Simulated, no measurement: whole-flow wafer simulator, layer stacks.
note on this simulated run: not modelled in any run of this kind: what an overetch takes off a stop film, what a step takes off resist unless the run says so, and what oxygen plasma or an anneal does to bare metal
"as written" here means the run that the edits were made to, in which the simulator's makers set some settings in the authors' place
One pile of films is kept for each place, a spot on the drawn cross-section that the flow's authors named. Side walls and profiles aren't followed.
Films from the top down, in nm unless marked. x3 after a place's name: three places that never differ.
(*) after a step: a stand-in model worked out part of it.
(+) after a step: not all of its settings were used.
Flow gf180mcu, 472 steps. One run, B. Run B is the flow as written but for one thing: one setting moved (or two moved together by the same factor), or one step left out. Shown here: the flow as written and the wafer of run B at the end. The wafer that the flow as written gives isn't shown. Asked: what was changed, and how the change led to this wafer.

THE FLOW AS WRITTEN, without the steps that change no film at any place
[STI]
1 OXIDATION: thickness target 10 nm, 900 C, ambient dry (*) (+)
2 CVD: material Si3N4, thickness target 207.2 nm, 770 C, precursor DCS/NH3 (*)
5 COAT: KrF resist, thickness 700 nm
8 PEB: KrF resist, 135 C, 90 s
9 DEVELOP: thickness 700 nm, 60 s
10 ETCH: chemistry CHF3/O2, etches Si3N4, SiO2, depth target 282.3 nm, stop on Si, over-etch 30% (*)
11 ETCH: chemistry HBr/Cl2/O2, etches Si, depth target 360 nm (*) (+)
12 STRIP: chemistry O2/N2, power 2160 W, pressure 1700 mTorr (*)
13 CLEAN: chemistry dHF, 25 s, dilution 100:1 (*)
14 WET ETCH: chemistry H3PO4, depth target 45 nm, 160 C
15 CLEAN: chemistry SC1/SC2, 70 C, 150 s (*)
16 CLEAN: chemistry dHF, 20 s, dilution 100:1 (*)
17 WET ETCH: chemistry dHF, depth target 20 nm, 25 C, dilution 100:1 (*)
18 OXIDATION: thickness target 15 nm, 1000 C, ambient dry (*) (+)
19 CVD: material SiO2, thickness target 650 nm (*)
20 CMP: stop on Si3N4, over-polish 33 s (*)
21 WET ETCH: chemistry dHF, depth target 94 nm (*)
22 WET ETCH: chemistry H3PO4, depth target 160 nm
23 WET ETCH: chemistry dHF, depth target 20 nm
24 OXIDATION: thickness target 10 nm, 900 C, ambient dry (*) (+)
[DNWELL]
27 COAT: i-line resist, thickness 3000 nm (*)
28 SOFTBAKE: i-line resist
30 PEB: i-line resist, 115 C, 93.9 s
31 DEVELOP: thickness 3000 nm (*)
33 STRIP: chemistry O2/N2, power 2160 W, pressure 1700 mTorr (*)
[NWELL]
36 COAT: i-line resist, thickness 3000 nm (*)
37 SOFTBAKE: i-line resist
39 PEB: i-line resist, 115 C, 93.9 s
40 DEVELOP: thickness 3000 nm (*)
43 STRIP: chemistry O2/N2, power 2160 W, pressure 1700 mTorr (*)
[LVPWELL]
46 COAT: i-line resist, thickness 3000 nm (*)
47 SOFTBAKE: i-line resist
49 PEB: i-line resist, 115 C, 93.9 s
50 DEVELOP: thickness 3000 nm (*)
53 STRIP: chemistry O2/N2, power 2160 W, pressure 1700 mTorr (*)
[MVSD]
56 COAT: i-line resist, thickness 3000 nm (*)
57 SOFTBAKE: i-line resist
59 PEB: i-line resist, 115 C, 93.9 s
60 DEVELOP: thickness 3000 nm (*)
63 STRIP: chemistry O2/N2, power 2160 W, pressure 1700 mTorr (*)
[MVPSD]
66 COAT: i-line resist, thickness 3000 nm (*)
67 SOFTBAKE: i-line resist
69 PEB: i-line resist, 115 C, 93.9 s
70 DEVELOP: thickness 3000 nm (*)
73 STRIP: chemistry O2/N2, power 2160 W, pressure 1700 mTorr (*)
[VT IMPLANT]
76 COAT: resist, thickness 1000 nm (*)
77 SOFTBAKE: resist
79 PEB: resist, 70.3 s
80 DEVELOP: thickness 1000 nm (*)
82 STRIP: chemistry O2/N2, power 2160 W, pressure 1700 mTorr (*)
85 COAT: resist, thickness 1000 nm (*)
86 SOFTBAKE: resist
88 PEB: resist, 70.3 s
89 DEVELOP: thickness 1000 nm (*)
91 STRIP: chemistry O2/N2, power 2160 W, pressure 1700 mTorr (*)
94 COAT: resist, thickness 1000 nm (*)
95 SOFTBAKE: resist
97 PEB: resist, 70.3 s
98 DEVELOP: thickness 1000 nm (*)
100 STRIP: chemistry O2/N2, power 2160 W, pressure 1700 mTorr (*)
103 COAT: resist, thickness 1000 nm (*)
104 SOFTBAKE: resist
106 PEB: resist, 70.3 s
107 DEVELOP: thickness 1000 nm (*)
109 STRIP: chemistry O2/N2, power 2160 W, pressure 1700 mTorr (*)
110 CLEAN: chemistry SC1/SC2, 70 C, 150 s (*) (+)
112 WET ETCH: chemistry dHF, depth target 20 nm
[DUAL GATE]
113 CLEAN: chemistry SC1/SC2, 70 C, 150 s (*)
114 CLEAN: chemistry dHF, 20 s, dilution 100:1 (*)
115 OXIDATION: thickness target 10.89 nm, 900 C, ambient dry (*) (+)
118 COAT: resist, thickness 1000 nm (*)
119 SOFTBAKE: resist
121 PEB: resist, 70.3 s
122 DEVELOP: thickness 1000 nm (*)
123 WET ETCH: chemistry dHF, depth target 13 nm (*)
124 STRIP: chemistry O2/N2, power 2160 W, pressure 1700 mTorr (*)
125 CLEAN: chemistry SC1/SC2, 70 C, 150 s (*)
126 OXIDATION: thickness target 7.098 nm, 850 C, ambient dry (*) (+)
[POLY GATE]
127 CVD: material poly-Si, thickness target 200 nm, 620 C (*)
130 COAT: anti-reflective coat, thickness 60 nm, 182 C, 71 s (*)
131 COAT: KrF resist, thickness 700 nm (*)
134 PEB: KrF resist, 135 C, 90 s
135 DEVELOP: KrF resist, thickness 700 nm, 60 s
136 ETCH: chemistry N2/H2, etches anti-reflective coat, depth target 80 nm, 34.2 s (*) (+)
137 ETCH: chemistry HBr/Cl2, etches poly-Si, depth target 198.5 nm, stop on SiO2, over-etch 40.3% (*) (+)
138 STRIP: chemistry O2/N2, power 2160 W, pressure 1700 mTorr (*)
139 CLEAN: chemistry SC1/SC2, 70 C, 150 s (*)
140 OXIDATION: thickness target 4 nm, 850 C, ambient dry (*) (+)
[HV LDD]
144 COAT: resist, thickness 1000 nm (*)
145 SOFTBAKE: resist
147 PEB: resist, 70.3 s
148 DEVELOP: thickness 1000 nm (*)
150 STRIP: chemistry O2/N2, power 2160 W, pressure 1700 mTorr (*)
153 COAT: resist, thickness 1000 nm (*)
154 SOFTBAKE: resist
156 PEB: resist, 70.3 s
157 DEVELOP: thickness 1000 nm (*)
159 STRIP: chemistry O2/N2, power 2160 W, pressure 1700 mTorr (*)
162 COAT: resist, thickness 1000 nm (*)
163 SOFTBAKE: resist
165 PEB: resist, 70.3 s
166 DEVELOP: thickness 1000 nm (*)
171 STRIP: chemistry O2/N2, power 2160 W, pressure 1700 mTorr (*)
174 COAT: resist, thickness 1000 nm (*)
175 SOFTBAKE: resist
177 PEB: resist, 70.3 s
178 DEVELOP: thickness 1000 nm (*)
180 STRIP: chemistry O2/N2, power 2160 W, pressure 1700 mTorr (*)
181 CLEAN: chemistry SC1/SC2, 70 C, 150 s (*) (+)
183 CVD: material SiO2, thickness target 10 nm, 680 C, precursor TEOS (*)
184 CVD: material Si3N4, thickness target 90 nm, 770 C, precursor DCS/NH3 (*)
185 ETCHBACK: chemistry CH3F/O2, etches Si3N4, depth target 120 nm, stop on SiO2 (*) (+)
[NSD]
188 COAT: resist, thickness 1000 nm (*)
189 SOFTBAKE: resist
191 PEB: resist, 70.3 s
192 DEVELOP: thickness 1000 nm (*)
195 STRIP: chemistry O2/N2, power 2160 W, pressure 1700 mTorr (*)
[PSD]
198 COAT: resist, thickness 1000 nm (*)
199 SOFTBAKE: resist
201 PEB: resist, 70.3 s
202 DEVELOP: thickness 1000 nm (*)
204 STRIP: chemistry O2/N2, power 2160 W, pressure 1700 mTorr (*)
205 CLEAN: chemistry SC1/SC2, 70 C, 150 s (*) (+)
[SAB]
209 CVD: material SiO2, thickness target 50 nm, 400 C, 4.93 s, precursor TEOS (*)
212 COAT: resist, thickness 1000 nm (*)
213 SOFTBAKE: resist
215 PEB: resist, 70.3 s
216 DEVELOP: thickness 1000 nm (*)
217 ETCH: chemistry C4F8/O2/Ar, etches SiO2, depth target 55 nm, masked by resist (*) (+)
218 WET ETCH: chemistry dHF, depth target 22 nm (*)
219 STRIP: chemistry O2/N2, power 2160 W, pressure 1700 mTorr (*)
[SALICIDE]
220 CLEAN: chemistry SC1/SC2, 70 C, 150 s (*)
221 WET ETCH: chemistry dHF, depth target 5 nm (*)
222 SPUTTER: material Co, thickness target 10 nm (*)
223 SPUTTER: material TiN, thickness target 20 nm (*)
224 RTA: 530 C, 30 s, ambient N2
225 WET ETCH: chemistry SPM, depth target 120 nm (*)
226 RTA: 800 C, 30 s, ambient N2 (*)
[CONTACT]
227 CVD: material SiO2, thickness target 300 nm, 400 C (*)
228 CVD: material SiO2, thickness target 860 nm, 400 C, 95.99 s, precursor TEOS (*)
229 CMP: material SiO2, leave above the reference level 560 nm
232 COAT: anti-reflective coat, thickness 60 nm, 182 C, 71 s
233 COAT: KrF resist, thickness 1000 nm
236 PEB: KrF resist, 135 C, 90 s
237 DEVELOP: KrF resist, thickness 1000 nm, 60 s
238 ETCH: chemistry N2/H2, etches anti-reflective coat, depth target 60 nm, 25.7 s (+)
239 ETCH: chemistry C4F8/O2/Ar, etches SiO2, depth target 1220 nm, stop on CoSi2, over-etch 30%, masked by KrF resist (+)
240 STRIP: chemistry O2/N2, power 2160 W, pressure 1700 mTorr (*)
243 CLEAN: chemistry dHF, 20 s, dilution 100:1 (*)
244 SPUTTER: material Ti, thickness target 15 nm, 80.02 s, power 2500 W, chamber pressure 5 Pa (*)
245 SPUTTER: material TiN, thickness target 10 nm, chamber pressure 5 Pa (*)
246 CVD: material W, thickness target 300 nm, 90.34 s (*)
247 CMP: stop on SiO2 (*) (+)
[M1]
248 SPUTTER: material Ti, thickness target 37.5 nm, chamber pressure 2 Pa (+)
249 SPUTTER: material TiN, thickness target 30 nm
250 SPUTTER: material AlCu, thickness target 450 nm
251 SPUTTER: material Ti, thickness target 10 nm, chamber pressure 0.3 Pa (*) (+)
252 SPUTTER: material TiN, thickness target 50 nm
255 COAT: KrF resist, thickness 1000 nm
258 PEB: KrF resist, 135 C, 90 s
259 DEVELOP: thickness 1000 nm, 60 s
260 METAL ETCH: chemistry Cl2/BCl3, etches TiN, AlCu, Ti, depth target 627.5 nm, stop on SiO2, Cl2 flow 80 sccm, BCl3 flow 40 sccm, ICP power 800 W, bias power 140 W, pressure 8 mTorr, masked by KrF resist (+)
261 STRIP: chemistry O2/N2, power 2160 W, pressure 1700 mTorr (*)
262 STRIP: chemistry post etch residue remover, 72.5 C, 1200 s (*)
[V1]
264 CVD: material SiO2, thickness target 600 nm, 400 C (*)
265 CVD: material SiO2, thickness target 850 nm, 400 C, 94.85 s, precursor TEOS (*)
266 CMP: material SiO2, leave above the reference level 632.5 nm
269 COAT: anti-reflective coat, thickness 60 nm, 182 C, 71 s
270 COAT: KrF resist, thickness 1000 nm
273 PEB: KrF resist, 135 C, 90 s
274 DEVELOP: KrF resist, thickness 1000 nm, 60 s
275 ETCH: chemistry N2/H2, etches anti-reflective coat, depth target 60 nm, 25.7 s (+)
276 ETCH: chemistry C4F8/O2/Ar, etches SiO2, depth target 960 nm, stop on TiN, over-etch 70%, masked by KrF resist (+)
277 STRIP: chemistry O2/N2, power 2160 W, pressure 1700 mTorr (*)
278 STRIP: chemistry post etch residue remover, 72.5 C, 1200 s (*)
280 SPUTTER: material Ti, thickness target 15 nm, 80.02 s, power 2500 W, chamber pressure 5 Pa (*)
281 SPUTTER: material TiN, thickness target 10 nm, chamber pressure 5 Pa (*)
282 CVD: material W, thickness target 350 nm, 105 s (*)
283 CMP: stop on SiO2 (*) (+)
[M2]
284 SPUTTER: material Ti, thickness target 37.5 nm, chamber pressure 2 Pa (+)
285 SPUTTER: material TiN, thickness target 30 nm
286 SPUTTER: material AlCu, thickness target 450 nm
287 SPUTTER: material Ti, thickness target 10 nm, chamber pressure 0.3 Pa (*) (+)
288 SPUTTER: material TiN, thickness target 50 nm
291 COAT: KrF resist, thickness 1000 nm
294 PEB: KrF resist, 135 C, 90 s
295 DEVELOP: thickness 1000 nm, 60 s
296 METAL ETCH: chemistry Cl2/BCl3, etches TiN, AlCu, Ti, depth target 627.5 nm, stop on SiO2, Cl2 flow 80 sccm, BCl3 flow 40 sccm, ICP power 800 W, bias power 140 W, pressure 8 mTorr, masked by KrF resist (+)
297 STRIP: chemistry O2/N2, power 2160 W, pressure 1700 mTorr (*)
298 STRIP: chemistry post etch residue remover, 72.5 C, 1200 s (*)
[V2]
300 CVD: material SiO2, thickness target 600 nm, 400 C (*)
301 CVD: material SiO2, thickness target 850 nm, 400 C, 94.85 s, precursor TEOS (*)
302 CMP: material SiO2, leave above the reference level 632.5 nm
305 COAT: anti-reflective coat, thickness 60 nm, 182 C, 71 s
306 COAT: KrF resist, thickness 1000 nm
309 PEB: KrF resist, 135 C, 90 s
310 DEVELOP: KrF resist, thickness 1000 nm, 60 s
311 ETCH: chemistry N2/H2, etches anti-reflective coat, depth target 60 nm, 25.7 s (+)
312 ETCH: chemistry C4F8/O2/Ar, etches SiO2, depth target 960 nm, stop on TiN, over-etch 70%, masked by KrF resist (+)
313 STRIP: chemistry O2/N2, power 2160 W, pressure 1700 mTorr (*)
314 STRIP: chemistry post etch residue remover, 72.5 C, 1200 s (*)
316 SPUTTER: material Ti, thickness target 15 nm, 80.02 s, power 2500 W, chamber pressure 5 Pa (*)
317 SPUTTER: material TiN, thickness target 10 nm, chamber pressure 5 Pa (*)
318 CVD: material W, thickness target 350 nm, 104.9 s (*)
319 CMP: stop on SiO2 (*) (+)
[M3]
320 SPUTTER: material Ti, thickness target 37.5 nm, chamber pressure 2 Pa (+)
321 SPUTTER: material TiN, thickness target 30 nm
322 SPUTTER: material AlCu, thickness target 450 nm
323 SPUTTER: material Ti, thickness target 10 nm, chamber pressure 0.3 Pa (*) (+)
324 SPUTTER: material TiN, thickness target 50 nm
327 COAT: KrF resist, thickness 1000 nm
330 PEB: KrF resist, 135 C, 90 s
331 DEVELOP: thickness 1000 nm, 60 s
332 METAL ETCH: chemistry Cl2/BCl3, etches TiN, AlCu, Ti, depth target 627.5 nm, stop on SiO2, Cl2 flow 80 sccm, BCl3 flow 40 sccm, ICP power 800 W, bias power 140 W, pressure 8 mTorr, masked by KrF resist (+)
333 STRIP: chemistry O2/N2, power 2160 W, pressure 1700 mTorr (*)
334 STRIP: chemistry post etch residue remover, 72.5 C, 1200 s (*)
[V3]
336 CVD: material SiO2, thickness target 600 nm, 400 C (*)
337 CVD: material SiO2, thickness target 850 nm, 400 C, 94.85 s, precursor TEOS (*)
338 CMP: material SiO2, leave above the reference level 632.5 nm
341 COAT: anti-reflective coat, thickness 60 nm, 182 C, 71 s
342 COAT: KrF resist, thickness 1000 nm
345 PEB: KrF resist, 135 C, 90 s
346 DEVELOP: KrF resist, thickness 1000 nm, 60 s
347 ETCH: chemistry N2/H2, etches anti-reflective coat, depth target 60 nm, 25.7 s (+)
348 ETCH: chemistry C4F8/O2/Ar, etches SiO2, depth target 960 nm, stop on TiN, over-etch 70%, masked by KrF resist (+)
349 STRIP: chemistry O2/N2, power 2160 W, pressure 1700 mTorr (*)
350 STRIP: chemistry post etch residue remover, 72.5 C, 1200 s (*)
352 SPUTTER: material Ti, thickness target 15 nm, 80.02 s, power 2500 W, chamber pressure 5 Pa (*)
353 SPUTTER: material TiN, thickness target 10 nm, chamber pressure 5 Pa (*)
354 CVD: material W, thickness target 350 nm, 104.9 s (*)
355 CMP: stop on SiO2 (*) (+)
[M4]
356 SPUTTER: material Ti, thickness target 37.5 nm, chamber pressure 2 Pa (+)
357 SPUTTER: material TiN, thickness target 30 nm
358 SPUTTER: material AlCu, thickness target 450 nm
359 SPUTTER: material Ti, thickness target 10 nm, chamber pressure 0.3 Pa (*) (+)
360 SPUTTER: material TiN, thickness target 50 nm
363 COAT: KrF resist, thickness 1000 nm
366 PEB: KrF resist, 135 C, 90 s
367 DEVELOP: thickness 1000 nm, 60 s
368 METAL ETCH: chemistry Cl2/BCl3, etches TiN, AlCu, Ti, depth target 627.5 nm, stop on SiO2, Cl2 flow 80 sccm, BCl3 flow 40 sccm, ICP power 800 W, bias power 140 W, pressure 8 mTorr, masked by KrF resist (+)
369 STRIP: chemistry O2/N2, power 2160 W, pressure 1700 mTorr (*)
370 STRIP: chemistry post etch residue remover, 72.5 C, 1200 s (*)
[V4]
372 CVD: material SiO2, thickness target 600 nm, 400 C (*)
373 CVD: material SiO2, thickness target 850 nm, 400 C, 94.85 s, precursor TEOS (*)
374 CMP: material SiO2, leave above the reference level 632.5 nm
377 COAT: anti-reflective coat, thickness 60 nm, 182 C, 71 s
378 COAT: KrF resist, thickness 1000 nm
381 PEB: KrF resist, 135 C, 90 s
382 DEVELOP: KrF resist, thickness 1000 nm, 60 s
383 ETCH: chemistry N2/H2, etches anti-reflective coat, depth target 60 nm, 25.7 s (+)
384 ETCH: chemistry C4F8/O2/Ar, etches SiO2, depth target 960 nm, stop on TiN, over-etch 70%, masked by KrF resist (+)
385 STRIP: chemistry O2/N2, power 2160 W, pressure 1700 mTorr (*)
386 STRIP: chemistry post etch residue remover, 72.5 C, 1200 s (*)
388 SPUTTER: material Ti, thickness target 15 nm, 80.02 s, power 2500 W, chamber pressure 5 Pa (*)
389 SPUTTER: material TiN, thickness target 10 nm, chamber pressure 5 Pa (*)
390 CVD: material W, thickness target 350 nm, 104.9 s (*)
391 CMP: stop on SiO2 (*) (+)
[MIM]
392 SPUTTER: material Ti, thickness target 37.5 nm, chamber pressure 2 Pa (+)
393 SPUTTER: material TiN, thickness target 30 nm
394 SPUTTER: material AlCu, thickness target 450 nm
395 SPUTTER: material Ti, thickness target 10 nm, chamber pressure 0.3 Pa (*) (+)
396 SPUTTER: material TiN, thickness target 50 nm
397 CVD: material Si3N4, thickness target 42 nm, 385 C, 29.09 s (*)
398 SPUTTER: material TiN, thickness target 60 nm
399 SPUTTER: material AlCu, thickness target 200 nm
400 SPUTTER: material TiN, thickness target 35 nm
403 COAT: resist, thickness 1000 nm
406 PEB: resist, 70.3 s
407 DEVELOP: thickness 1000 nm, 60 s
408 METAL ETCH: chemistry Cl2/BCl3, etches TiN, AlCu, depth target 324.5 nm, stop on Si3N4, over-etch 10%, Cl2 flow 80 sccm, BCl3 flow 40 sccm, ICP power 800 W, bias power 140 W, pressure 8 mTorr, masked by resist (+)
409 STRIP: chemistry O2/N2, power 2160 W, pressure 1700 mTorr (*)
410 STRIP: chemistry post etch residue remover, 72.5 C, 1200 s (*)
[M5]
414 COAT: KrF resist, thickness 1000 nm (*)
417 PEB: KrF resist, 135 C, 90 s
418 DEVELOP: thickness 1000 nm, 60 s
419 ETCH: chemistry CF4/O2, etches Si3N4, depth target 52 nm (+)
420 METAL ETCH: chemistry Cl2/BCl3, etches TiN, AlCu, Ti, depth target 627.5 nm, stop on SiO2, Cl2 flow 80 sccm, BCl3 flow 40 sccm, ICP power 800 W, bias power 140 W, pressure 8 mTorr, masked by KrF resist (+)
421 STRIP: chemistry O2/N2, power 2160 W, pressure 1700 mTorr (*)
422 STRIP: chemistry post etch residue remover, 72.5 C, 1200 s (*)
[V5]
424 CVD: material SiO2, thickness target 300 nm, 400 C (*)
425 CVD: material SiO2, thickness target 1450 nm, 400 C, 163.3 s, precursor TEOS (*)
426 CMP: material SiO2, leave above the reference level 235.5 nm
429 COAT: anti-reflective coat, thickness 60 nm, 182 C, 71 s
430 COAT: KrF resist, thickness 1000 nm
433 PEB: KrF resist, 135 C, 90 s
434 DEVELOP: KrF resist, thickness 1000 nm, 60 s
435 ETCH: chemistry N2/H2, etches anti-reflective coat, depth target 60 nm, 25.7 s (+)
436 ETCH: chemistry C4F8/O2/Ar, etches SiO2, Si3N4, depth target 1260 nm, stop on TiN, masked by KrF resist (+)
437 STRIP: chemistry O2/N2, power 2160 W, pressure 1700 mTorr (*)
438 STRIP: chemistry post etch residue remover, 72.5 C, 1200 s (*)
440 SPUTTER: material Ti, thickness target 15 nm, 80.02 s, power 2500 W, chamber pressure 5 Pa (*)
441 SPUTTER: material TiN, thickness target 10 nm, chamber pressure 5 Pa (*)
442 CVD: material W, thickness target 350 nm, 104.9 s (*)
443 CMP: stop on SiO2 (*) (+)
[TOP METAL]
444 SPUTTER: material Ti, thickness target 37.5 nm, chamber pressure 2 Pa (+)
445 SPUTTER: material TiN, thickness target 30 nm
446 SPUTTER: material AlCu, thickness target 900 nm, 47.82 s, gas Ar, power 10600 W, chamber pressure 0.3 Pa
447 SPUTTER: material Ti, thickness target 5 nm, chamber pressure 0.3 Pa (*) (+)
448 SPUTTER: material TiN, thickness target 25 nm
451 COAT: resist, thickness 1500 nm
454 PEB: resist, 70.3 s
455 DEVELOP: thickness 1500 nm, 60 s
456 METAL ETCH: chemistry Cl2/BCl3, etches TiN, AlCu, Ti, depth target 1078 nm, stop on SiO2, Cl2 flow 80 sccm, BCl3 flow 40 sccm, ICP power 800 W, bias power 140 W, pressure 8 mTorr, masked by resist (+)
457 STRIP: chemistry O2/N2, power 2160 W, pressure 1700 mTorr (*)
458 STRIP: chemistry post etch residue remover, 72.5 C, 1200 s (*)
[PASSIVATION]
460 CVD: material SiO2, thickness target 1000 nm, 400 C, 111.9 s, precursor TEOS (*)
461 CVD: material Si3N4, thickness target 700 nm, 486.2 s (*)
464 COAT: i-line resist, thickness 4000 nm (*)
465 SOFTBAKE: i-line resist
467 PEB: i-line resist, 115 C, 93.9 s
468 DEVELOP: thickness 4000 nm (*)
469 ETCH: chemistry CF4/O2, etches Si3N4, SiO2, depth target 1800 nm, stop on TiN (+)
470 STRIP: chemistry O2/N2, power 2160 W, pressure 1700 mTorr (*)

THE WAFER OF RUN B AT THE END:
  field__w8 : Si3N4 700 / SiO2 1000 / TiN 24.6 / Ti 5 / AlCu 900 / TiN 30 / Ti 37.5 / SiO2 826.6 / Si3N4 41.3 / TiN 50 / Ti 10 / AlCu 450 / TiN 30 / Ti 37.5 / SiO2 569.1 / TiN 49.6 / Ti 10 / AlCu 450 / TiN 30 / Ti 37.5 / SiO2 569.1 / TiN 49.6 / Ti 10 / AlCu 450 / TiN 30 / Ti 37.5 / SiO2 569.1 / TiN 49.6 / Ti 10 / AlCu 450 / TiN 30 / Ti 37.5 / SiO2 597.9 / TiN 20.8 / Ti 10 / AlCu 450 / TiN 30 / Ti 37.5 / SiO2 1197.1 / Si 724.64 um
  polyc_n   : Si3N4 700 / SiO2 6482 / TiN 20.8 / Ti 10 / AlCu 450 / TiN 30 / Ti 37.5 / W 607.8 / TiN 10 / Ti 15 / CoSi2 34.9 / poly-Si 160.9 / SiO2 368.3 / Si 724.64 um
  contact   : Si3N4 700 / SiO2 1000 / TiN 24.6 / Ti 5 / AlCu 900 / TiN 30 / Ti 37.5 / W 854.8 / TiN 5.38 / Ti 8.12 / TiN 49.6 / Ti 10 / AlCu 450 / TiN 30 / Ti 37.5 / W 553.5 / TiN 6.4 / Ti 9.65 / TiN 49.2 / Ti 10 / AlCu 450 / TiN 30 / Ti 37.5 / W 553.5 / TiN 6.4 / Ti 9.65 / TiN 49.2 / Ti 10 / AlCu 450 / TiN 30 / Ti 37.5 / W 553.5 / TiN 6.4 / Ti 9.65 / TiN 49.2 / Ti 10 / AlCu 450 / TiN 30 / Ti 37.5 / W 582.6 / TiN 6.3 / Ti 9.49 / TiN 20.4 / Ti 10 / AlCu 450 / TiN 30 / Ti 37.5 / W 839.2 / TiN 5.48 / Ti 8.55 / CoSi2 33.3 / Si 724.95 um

The cause: step 252, SPUTTER: thickness target 21.2 nm was run, where the flow has thickness target 50 nm.

How the change led to this, step by step:
  252 SPUTTER: material TiN, thickness target 50 nm
      field, field__w1, field__w2 and 108 more: TiN +21.2 (new film) (as written it would be: TiN +50 (new film))
  260 METAL ETCH: chemistry Cl2/BCl3, etches TiN, AlCu, Ti, depth target 627.5 nm, stop on SiO2, Cl2 flow 80 sccm, BCl3 flow 40 sccm, ICP power 800 W, bias power 140 W, pressure 8 mTorr, masked by KrF resist (+)
      field, field__w1, field__w2 and 99 more: TiN -21.2 (all of it), Ti -10 (all of it), AlCu -450 (all of it), TiN -30 (all of it), Ti -37.5 (all of it) (as written it would be: TiN -50 (all of it), Ti -10 (all of it), AlCu -450 (all of it), TiN -30 (all of it), Ti -37.5 (all of it))
  266 CMP: material SiO2, leave above the reference level 632.5 nm
      field__w8, contact, m1 and 6 more: SiO2 -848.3 (as written it would be: SiO2 -877.1)
  276 ETCH: chemistry C4F8/O2/Ar, etches SiO2, depth target 960 nm, stop on TiN, over-etch 70%, masked by KrF resist (+)
      contact: SiO2 -601.3 (all of it) (as written it would be: SiO2 -572.5 (all of it))
  282 CVD: material W, thickness target 350 nm, 105 s (*)
      contact: W +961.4 (new film) (as written it would be: W +932.3 (new film))
